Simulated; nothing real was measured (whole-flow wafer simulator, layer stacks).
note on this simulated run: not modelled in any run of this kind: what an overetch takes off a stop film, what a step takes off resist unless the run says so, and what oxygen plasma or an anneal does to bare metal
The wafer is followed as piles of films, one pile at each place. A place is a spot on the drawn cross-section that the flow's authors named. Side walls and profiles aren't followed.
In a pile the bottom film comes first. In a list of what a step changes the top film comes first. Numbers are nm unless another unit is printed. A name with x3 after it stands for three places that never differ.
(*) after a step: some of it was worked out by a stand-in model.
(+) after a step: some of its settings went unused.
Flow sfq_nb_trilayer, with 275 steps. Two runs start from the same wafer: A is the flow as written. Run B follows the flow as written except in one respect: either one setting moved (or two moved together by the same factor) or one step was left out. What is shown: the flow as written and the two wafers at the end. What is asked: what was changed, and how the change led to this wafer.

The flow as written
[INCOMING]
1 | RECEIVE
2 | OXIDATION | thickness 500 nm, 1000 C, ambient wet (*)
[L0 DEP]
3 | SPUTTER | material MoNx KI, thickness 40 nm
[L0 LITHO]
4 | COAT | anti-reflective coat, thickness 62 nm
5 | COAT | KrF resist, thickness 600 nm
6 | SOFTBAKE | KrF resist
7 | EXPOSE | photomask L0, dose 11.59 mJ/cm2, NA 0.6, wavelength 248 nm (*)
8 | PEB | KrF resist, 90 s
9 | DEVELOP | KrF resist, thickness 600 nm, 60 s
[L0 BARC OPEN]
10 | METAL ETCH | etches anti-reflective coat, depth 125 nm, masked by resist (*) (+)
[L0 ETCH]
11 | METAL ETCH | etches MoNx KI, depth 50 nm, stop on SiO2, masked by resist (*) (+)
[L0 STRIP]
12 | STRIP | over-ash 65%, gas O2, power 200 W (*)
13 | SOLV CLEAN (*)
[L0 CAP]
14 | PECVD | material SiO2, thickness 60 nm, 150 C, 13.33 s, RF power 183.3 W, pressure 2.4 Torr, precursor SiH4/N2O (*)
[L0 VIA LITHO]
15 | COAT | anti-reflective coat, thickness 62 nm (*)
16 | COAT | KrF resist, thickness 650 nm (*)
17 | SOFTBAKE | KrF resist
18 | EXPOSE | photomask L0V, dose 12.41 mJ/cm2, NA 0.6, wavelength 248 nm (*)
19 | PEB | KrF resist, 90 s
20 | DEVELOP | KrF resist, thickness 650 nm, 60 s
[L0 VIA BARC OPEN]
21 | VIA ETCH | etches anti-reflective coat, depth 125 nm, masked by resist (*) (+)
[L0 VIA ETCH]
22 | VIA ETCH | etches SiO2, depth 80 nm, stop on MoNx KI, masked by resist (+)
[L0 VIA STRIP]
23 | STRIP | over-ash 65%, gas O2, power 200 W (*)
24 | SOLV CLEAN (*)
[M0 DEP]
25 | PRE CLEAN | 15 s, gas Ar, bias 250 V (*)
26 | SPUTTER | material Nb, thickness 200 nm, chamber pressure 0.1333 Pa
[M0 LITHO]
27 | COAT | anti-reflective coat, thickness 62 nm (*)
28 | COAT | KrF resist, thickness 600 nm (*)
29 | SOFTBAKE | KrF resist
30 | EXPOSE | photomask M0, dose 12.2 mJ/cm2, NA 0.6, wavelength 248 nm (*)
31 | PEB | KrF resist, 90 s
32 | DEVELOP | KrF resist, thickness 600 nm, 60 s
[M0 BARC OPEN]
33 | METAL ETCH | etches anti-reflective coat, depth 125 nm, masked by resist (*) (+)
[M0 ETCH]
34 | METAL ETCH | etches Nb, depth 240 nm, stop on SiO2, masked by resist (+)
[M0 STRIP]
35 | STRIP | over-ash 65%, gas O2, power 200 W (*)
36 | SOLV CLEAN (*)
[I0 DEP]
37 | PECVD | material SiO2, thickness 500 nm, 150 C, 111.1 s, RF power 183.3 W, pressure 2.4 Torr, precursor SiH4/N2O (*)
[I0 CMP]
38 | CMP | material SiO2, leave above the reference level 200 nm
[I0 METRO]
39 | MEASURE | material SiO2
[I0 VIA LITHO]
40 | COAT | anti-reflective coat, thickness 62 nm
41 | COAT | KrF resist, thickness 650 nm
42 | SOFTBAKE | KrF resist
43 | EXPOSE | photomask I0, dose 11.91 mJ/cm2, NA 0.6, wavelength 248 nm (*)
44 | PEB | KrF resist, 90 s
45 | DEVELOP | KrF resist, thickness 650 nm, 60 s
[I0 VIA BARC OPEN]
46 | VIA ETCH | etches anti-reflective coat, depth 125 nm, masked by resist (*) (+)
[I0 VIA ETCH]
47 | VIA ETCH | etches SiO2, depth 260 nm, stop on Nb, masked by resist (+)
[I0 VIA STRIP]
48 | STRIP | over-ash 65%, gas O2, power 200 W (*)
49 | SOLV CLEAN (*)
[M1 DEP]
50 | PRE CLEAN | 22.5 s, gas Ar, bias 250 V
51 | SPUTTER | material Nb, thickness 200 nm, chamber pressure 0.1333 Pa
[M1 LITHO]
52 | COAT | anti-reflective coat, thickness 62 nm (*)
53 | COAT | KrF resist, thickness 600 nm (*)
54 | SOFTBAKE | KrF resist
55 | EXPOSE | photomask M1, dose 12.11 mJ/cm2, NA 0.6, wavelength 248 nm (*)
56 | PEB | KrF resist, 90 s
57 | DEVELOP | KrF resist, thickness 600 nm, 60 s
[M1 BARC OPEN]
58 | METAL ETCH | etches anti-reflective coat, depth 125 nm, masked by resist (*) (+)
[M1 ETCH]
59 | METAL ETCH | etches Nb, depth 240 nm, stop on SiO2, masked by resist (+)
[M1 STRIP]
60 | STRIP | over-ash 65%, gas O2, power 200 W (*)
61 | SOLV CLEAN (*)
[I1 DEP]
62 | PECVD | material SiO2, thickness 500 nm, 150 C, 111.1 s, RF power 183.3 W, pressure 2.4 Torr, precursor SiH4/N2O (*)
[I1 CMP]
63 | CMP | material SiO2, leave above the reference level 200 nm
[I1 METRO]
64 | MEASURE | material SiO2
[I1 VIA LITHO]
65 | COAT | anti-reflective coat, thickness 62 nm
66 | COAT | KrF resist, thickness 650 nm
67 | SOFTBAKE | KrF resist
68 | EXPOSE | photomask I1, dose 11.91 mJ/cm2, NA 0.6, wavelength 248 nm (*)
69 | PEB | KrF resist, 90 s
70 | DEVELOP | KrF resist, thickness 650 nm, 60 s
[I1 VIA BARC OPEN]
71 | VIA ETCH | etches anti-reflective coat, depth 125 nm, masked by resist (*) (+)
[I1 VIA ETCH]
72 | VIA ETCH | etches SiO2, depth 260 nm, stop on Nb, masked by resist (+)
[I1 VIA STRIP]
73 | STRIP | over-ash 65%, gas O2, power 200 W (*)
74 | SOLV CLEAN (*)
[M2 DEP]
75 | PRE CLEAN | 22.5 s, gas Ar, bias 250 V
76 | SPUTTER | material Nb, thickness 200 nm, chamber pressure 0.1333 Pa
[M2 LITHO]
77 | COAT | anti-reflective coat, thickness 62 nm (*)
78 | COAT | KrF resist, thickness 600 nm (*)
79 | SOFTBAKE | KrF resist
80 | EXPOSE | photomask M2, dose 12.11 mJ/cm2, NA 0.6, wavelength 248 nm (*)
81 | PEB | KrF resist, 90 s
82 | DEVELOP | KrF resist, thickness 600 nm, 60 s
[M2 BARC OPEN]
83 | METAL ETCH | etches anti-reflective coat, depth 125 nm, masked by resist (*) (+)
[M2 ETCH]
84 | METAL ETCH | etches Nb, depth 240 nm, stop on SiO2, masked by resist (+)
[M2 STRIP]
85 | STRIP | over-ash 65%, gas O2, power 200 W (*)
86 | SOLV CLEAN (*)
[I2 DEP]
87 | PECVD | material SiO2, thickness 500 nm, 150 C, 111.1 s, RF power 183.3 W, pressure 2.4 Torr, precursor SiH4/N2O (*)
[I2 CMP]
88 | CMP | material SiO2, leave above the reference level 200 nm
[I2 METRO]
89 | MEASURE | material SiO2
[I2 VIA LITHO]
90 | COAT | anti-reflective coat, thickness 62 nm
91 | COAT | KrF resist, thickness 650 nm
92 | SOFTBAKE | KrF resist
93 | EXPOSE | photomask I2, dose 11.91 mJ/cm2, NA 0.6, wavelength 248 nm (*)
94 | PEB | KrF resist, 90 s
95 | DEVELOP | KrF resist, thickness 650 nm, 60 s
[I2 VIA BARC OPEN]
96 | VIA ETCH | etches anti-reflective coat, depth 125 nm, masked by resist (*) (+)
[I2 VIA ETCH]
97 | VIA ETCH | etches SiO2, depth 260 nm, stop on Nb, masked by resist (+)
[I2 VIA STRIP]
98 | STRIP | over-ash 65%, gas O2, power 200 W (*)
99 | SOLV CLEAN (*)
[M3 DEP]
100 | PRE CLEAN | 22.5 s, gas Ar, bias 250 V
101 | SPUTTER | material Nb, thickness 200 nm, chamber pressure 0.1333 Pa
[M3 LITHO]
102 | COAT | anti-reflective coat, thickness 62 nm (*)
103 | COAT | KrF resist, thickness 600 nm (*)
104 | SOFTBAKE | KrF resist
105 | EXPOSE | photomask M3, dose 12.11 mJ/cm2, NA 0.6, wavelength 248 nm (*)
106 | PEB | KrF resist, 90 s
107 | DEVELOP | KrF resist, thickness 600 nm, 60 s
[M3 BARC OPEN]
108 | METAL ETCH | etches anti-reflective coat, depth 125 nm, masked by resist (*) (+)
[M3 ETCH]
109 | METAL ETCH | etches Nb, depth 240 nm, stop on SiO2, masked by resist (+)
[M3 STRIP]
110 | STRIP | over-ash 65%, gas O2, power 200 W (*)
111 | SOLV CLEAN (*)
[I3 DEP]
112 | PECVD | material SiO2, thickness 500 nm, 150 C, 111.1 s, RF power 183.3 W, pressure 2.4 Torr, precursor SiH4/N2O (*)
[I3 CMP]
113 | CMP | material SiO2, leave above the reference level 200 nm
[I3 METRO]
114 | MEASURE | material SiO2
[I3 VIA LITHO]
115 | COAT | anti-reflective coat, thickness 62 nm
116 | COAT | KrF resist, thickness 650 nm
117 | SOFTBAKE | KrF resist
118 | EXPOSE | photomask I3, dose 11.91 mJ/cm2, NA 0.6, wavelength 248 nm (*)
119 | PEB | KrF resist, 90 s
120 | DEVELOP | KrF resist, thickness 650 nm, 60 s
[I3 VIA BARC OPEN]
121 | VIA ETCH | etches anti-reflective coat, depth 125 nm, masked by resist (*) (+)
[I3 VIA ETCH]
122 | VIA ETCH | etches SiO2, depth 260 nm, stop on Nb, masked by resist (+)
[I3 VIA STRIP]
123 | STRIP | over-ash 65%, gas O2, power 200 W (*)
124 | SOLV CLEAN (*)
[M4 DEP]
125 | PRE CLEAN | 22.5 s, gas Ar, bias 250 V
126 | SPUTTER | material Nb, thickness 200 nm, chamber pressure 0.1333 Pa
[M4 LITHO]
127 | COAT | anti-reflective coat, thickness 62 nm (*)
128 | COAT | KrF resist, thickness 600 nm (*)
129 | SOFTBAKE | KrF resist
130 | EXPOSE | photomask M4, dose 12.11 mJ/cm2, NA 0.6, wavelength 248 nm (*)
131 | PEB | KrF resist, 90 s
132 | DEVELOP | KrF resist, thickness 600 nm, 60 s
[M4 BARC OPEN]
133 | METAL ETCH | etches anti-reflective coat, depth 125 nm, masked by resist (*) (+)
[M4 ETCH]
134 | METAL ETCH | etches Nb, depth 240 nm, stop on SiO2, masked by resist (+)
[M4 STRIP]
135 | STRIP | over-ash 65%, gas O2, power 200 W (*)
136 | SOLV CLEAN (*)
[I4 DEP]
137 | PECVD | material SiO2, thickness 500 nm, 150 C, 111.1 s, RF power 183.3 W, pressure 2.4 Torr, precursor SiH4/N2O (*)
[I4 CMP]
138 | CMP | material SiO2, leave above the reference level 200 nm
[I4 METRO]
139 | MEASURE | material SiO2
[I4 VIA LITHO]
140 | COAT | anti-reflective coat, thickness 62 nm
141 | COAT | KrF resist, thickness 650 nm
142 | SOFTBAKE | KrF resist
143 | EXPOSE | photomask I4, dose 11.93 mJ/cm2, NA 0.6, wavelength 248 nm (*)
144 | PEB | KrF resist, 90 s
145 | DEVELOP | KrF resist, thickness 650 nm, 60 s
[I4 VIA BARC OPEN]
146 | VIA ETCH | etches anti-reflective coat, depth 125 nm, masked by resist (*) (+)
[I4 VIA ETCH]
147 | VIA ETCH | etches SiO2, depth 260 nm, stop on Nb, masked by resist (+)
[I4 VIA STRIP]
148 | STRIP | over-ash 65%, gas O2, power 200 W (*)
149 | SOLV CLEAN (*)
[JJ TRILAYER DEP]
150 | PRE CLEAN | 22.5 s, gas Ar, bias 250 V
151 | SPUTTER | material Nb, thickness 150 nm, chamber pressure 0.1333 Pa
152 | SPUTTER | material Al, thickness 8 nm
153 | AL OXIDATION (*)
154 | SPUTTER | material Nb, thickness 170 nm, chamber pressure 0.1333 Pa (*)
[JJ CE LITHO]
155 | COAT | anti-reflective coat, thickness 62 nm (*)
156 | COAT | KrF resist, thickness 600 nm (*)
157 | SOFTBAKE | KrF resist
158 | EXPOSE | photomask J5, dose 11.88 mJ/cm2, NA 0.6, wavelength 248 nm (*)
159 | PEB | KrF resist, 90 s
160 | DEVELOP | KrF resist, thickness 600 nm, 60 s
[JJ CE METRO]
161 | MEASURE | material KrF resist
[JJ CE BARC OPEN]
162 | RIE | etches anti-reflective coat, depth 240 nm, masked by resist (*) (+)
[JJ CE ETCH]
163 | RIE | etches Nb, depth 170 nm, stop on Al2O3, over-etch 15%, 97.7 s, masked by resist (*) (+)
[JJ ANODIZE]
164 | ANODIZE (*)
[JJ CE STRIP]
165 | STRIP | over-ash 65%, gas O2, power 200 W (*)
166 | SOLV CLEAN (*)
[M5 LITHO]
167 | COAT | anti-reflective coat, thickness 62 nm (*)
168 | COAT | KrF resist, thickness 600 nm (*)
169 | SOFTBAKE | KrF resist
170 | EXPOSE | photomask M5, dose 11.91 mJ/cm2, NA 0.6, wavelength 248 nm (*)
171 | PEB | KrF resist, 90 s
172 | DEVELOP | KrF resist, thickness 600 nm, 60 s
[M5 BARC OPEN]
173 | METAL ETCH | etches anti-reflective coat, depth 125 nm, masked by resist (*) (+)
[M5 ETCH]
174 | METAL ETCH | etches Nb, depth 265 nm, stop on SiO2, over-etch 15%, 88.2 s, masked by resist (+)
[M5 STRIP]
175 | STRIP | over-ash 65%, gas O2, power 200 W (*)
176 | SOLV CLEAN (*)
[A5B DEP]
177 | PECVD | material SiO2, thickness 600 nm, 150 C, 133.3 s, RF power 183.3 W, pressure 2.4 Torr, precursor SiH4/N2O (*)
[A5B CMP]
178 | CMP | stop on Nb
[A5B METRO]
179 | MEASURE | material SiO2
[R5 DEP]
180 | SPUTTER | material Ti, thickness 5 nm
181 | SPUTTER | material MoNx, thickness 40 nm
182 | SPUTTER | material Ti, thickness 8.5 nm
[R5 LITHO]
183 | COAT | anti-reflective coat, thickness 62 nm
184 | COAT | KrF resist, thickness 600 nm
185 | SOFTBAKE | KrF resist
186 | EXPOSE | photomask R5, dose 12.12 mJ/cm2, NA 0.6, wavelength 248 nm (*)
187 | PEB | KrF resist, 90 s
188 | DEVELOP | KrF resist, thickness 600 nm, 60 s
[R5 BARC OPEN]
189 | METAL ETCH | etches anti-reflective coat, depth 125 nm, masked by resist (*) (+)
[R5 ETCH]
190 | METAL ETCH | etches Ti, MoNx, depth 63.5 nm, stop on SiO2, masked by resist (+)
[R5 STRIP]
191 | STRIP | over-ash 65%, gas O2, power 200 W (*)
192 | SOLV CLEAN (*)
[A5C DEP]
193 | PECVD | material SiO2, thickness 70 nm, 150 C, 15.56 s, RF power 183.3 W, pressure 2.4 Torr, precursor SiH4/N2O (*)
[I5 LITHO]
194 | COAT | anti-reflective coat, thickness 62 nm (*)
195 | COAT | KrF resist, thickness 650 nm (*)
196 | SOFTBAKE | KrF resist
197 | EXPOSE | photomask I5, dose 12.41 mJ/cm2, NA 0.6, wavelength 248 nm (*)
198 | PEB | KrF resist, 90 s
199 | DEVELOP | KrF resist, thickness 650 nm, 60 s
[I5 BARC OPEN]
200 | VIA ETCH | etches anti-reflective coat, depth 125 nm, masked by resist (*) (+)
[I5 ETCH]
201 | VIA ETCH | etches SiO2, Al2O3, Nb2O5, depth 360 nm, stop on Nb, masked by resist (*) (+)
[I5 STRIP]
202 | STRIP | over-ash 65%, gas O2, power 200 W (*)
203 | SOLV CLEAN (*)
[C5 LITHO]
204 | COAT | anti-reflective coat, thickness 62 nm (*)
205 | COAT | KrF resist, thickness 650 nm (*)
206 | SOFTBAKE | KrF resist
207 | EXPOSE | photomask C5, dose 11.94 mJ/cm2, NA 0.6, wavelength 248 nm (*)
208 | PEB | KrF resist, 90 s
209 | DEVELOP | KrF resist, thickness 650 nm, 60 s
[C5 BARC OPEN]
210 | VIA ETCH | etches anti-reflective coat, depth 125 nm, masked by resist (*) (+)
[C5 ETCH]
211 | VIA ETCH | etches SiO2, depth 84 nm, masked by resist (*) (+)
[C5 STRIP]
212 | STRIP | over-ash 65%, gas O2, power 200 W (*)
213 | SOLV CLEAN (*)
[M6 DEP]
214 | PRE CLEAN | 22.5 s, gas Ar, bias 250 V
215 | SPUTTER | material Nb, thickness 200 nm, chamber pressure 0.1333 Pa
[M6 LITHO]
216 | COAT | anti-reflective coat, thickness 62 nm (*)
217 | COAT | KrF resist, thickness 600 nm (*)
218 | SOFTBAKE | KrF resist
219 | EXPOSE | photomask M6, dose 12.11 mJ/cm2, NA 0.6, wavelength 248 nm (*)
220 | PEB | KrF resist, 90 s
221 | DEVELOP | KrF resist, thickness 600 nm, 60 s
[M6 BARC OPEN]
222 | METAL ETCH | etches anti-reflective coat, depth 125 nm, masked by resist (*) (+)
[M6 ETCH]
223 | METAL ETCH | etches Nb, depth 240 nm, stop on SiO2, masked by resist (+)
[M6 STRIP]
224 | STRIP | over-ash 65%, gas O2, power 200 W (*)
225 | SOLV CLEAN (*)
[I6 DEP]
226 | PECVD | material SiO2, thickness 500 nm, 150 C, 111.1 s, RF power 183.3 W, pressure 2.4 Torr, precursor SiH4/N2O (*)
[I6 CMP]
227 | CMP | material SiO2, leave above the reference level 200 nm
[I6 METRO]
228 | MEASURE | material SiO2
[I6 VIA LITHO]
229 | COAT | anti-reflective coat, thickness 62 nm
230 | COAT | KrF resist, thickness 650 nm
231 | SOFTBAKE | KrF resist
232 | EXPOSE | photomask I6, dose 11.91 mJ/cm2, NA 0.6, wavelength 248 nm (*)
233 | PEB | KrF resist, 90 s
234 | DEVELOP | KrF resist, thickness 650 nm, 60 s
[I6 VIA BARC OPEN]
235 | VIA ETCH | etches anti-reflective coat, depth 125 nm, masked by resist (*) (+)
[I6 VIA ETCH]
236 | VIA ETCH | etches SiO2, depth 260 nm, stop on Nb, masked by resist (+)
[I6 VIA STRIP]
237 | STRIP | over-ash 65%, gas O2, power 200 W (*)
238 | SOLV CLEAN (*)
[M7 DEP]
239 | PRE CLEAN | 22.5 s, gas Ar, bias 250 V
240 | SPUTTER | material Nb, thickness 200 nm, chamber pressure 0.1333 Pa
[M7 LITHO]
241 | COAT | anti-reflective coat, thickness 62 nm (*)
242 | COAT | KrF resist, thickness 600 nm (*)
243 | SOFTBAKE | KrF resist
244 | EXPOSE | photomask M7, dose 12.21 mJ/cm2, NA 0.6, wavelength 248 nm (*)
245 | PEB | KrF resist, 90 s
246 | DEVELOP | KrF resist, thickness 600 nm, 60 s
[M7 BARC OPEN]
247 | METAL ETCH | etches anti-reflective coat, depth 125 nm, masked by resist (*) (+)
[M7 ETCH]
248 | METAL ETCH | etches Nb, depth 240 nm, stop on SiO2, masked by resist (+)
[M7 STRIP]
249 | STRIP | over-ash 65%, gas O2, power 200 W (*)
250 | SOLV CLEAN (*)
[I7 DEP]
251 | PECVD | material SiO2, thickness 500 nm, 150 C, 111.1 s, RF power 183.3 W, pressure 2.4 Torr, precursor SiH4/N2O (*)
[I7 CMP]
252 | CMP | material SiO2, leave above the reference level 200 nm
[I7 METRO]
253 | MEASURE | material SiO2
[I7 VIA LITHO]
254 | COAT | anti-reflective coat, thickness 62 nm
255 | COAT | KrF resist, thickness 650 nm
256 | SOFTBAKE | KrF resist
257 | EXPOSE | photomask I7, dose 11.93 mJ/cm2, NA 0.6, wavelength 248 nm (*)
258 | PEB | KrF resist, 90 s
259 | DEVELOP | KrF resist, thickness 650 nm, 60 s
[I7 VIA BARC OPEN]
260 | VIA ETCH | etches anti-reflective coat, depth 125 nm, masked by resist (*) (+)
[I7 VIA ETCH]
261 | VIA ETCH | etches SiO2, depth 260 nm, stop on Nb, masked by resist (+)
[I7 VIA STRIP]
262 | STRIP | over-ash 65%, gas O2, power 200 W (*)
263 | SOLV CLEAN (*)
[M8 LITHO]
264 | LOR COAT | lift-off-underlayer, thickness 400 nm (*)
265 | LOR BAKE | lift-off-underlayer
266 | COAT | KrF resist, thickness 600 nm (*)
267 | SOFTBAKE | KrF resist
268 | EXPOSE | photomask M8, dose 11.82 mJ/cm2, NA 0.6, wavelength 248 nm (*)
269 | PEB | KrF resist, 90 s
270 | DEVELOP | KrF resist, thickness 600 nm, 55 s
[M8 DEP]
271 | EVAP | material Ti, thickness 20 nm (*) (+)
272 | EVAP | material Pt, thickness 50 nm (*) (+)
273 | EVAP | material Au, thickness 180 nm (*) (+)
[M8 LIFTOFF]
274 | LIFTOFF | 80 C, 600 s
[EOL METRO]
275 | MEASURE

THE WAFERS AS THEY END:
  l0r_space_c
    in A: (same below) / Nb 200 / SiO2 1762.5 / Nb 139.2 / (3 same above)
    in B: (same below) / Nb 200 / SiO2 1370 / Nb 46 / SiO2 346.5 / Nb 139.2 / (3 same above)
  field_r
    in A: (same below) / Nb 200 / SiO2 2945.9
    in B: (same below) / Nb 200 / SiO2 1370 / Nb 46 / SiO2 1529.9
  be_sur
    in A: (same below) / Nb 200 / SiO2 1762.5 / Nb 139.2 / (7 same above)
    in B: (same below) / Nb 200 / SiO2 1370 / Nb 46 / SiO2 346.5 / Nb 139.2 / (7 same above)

Cause: step 134, METAL ETCH: depth 154 nm was run, while the flow as written has depth 240 nm.

Step by step, how the change led to this:
  134 | METAL ETCH | etches Nb, depth 240 nm, stop on SiO2, masked by resist (+)
      field_l, be, be_sur and 64 more: A -200 Nb (all of it) | B -154 Nb
      v_sur, via_wl, via_w and 36 more: A -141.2 KrF resist | B -90.6 KrF resist
  135 | STRIP | over-ash 65%, gas O2, power 200 W (*)
      p4_fl, p4_fm, p4_w1 and 26 more: A -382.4 KrF resist (all of it), -62 anti-reflective coat (all of it) | B -433 KrF resist (all of it), -62 anti-reflective coat (all of it)
      ln_m5, lsp_m, ln_m6: A -381.9 KrF resist (all of it), -61.8 anti-reflective coat (all of it) | B -432.5 KrF resist (all of it), -61.8 anti-reflective coat (all of it)
      (and at 7 other places as well)
  137 | PECVD | material SiO2, thickness 500 nm, 150 C, 111.1 s, RF power 183.3 W, pressure 2.4 Torr, precursor SiH4/N2O (*)
      field_l, be, be_sur and 55 more: A +500 SiO2 | B +500 SiO2 (new film)
      p3_s0, p3_s1, p3_s2, p3_s3, p3_s4, p3_s5: A +557.1 SiO2 | B +511.1 SiO2 (new film)
      (and at 3 other places as well)
  138 | CMP | material SiO2, leave above the reference level 200 nm
      field_l, be, be_sur and 55 more: A -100 SiO2 | B -146 SiO2
      lsp_r, l0_sur, l0v: A -91.9 SiO2 | B -139.8 SiO2
With metal films that touch counted as one body, l0r_space_c has 3 bodies (between them, from the top down: SiO2 346.5; SiO2 1370); the flow as written gives 2 bodies (between them, from the top down: SiO2 1762.5).
With metal films that touch counted as one body, field_r has 2 bodies (between them, from the top down: SiO2 1370); the flow as written gives 1 body.
With metal films that touch counted as one body, be_sur has 5 bodies (between them, from the top down: SiO2 192.5; SiO2 209 / Al2O3 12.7 / Nb2O5 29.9; SiO2 346.5; SiO2 1370); the flow as written gives 4 bodies (between them, from the top down: SiO2 192.5; SiO2 209 / Al2O3 12.7 / Nb2O5 29.9; SiO2 1762.5).
